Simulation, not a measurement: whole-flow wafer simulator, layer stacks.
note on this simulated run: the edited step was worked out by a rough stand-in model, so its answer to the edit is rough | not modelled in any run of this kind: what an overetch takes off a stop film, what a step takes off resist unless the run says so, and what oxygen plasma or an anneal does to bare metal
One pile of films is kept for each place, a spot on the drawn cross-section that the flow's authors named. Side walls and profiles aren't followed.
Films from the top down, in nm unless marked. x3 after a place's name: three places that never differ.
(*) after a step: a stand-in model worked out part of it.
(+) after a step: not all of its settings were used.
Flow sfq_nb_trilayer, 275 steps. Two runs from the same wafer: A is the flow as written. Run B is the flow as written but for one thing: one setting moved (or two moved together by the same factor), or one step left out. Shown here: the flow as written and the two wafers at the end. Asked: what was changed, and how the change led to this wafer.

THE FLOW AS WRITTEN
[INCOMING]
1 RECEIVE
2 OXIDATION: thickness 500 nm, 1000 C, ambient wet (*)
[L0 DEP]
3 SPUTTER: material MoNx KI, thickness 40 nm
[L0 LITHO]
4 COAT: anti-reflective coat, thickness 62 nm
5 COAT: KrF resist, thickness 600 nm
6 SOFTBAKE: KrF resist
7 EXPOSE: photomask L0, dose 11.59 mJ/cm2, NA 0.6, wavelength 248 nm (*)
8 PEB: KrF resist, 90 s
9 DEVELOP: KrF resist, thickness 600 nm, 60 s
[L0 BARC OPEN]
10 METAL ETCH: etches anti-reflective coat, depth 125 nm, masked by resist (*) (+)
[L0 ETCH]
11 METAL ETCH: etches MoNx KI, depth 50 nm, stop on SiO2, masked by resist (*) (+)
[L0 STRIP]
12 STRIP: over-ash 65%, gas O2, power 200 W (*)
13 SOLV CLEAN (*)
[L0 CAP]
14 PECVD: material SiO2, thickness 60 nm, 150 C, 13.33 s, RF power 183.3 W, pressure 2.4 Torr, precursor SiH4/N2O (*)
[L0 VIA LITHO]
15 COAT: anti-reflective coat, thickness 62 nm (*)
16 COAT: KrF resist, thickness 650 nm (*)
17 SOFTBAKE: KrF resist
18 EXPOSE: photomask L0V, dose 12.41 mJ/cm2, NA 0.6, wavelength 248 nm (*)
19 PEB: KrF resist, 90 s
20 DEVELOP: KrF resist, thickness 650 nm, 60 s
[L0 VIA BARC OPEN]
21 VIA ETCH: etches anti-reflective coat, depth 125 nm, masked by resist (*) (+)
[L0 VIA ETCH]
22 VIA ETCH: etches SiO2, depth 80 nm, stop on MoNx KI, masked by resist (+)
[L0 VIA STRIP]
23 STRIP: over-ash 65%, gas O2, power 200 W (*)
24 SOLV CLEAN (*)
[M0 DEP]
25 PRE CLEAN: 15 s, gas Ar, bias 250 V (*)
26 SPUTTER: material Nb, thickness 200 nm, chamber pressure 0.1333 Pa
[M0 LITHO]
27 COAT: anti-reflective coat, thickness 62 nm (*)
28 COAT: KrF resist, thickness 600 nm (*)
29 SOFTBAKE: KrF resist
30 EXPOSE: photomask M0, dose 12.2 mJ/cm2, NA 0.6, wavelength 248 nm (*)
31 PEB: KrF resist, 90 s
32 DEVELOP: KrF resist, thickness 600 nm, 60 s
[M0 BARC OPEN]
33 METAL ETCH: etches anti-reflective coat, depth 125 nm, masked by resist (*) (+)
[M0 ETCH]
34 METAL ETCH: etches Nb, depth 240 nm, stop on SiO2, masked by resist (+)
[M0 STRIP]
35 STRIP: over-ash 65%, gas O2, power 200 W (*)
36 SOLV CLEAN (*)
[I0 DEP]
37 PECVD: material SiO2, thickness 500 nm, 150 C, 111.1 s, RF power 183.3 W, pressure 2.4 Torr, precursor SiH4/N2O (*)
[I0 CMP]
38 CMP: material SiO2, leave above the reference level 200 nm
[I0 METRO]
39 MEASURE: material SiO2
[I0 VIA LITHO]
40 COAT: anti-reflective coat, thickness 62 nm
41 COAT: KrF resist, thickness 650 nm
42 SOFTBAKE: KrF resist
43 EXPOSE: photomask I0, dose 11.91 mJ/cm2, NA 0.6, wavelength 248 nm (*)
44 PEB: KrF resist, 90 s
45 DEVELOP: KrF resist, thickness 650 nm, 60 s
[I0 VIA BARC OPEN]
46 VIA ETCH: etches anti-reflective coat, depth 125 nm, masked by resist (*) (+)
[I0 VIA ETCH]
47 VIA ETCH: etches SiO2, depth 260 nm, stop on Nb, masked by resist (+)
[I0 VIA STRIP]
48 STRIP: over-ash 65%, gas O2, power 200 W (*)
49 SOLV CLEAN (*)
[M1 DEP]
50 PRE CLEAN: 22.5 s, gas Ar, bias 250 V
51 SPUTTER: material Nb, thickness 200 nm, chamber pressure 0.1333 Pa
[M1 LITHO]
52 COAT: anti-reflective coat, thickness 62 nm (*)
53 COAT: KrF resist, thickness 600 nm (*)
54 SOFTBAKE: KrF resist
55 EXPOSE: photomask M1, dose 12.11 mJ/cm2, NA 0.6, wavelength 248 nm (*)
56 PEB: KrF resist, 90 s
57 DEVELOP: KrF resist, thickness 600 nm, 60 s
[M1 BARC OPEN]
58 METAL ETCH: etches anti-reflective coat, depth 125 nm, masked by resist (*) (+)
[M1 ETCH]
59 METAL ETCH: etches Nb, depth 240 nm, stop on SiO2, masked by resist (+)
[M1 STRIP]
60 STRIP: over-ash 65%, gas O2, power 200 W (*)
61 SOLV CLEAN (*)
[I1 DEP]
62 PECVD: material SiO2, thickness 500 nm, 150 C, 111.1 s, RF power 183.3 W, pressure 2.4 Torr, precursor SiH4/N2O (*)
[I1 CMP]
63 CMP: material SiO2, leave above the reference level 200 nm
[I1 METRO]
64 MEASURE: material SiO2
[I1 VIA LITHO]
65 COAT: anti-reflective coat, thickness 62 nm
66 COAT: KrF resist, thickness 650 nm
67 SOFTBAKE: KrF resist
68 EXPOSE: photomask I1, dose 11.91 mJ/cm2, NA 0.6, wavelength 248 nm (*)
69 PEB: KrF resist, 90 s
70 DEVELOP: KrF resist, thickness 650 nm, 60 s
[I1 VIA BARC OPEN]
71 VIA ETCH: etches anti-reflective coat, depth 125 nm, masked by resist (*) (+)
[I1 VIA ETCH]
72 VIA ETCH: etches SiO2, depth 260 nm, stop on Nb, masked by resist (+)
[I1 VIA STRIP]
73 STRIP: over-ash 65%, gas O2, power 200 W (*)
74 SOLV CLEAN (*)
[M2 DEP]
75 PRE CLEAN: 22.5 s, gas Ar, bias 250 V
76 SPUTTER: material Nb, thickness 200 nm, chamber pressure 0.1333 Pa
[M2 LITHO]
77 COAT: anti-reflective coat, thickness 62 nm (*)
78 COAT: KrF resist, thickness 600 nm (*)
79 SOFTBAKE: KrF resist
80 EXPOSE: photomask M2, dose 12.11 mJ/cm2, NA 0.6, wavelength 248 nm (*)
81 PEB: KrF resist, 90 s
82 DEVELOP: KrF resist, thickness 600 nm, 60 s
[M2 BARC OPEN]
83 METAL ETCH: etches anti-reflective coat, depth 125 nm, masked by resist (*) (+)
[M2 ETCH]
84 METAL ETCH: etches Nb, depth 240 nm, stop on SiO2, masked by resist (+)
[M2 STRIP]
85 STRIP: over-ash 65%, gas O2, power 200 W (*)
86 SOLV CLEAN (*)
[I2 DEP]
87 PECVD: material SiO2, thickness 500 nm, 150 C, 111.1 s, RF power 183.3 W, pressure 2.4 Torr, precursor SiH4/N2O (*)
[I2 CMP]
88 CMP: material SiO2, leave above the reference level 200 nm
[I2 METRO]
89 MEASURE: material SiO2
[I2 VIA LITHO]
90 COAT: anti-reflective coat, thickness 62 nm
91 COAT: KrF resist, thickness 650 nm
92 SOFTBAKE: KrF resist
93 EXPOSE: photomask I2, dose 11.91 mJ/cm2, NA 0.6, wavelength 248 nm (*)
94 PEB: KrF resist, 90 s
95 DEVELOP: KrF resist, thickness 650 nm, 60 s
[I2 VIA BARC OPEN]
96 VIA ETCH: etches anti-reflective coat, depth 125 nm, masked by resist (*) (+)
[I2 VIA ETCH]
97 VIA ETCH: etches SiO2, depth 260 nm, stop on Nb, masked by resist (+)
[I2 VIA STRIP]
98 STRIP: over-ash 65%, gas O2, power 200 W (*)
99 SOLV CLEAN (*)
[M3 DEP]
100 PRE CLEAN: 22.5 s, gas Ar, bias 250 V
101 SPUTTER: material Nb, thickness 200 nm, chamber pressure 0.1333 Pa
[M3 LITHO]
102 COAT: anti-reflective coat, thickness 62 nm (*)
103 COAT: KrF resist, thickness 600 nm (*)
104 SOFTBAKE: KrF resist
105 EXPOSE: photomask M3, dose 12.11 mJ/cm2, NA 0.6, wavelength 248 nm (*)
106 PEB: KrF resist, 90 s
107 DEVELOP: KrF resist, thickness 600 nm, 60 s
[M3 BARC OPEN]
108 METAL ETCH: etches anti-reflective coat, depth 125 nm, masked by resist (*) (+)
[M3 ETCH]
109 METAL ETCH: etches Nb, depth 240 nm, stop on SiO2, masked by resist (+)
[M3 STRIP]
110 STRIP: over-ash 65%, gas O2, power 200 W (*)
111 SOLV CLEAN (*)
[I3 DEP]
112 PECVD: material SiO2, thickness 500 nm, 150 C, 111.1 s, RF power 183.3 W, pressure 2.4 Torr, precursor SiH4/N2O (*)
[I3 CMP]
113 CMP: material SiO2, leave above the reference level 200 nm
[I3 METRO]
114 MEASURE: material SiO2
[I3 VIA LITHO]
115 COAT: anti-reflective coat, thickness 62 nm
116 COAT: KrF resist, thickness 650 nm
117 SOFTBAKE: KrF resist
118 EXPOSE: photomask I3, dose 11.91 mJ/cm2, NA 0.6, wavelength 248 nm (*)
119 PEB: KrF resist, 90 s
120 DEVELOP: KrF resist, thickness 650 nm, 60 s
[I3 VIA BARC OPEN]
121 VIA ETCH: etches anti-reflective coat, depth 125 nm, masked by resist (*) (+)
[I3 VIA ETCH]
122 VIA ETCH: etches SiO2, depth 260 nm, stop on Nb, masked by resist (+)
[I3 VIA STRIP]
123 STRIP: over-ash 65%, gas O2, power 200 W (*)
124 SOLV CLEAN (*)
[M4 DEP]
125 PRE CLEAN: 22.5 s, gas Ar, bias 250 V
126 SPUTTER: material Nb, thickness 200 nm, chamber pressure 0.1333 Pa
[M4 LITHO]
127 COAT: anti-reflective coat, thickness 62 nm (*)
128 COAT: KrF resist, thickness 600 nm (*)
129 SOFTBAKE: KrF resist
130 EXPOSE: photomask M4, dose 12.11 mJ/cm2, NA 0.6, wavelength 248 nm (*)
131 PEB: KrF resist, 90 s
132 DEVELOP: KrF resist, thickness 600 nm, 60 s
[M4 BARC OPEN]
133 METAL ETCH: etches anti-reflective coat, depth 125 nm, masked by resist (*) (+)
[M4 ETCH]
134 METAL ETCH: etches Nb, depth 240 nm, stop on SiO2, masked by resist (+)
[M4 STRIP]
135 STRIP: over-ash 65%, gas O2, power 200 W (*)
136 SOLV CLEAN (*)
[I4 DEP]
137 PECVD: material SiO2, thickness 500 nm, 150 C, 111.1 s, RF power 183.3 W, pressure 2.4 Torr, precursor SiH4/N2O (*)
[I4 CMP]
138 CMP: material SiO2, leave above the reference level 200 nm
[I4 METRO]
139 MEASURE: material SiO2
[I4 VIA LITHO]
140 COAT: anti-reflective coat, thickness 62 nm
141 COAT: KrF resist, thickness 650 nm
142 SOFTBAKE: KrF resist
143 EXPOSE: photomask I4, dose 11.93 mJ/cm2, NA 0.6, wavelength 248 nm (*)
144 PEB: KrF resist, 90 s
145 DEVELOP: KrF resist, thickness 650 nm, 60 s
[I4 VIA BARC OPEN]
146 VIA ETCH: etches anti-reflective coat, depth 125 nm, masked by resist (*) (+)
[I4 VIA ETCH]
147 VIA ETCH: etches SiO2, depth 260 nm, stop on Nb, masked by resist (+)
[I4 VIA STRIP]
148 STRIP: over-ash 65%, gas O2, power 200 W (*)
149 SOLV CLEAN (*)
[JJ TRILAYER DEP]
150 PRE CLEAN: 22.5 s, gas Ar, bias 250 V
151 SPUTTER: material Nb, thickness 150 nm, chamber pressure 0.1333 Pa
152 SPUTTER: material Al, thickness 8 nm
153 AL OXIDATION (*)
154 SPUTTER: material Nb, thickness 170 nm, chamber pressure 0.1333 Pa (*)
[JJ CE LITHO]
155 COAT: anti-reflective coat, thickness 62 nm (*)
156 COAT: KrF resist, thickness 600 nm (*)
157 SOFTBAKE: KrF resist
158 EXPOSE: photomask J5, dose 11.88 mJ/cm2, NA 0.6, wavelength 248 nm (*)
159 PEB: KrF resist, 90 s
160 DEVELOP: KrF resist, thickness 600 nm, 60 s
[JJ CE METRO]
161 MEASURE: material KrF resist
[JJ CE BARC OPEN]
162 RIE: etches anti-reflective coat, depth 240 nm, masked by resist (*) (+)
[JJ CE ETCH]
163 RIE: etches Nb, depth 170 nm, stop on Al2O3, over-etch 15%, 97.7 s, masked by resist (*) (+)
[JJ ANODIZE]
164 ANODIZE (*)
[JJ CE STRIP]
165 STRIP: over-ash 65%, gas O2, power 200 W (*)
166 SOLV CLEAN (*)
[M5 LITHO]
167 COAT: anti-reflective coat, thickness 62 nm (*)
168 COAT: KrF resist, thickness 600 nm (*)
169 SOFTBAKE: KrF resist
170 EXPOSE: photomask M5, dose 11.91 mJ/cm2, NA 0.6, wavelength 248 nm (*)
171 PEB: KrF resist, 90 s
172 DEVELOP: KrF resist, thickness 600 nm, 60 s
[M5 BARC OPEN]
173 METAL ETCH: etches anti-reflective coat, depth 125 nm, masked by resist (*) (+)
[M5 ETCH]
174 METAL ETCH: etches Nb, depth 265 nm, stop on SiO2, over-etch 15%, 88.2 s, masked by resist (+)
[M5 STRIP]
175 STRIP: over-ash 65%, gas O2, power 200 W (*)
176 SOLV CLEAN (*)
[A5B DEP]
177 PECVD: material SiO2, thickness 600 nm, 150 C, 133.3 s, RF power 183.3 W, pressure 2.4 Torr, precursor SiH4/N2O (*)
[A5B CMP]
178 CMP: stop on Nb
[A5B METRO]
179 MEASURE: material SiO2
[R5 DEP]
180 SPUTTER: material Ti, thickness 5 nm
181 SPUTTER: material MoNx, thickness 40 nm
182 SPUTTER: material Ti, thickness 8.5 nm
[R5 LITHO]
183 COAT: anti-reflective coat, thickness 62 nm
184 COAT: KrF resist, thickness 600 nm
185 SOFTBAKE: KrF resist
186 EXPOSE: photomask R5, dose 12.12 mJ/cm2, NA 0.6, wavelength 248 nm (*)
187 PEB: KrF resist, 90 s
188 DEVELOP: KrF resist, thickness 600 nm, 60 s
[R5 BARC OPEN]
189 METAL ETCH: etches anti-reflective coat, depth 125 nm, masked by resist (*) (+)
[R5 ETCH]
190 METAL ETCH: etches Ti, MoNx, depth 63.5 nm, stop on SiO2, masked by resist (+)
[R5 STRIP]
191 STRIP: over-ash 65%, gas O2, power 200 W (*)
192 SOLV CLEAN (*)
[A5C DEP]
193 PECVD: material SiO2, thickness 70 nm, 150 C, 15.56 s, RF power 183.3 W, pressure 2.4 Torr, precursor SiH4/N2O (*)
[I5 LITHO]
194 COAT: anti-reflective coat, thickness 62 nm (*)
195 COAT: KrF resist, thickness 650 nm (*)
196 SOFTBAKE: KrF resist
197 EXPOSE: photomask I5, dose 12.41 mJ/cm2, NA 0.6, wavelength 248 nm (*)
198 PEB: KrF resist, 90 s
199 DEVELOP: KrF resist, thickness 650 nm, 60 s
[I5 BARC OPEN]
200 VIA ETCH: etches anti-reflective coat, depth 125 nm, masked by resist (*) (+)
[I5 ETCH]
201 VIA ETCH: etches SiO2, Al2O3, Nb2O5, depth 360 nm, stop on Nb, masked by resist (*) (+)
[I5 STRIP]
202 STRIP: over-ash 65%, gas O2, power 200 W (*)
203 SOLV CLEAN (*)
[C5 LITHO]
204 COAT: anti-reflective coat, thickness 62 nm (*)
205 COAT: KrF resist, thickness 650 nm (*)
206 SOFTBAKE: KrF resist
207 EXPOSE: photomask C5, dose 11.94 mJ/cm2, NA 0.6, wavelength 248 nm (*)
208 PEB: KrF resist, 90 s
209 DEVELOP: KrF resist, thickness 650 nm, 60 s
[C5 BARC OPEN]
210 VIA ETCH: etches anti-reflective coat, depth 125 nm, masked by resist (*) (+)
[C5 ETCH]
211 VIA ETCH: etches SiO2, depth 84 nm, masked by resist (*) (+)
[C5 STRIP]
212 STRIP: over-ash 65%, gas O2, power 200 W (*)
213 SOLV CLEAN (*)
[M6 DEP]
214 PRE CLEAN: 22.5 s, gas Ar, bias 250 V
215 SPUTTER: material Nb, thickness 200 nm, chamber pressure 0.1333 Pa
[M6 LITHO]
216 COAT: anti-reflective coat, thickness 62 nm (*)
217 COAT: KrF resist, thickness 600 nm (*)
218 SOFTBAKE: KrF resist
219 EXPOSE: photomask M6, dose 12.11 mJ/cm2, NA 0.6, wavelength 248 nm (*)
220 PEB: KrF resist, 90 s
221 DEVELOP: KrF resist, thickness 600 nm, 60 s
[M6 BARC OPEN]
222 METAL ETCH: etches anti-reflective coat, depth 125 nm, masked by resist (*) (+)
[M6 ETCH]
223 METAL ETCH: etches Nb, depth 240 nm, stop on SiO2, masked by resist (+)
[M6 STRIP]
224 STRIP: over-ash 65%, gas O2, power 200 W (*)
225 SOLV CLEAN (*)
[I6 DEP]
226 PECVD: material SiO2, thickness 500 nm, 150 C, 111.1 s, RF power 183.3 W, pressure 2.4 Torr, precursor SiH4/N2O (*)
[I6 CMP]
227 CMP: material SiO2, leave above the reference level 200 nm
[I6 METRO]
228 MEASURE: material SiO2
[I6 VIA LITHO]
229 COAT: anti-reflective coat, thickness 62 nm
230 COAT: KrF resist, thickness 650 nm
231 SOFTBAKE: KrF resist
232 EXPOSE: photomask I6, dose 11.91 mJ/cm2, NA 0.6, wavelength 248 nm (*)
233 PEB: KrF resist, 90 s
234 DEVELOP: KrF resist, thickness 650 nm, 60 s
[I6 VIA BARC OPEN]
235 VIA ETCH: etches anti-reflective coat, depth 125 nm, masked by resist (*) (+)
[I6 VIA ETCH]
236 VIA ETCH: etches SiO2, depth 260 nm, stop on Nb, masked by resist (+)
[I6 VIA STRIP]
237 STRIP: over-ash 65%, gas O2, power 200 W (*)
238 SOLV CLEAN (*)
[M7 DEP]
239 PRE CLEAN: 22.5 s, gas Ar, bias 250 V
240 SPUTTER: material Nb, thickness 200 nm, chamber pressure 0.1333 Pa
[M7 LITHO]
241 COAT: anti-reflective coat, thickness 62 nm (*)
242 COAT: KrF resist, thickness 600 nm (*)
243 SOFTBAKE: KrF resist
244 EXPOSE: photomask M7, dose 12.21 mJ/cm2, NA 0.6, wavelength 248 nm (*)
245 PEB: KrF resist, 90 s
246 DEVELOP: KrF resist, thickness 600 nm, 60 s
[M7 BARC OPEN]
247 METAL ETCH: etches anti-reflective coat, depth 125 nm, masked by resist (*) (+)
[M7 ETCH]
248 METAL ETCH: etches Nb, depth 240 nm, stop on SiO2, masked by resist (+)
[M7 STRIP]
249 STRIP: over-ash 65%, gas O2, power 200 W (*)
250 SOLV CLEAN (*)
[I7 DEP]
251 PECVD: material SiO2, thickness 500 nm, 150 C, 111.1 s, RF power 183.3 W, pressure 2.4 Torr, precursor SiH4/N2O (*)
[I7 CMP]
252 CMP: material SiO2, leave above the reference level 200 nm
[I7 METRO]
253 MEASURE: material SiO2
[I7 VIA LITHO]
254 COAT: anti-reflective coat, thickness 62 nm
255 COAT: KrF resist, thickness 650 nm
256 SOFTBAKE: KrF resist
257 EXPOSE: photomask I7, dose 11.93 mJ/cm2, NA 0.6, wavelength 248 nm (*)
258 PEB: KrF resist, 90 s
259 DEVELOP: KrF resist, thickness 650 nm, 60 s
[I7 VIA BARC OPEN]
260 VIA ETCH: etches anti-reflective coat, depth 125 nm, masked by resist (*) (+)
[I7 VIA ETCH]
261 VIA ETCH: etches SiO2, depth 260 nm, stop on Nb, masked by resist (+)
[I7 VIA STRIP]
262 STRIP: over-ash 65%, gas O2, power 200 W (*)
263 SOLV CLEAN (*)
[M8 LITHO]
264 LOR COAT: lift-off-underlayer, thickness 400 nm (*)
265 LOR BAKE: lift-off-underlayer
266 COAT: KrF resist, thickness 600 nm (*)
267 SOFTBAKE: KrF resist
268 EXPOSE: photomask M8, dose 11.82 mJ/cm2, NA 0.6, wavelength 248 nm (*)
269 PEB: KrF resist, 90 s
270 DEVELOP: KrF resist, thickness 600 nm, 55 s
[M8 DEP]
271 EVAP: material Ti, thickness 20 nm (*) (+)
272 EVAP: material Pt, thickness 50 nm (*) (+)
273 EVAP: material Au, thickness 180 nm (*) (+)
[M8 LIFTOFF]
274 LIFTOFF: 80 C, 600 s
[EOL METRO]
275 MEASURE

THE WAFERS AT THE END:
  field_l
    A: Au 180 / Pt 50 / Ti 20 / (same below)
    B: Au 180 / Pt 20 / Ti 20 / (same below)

The cause: step 272, EVAP: thickness 20 nm was run, where the flow has thickness 50 nm.
It can be read off the wafer: field_l has Pt 20, and step 272 as written asks for 50 nm.

How the change led to this, step by step:
  272 EVAP: material Pt, thickness 50 nm (*) (+)
      field_l, v_sur, via_wl and 103 more: A Pt +50 (new film) | B Pt +20 (new film)
  274 LIFTOFF: 80 C, 600 s
      p4_fl, p4_fm, p4_w1 and 71 more: A Au -180 (all of it), Pt -50 (all of it), Ti -20 (all of it), KrF resist -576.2 (all of it), lift-off-underlayer -400 (all of it) | B Au -180 (all of it), Pt -20 (all of it), Ti -20 (all of it), KrF resist -576.2 (all of it), lift-off-underlayer -400 (all of it)
      c5j, ce_r: A Au -180 (all of it), Pt -50 (all of it), Ti -20 (all of it), KrF resist -573.3 (all of it), lift-off-underlayer -399.3 (all of it) | B Au -180 (all of it), Pt -20 (all of it), Ti -20 (all of it), KrF resist -573.3 (all of it), lift-off-underlayer -399.3 (all of it)
      (and at 19 more places)
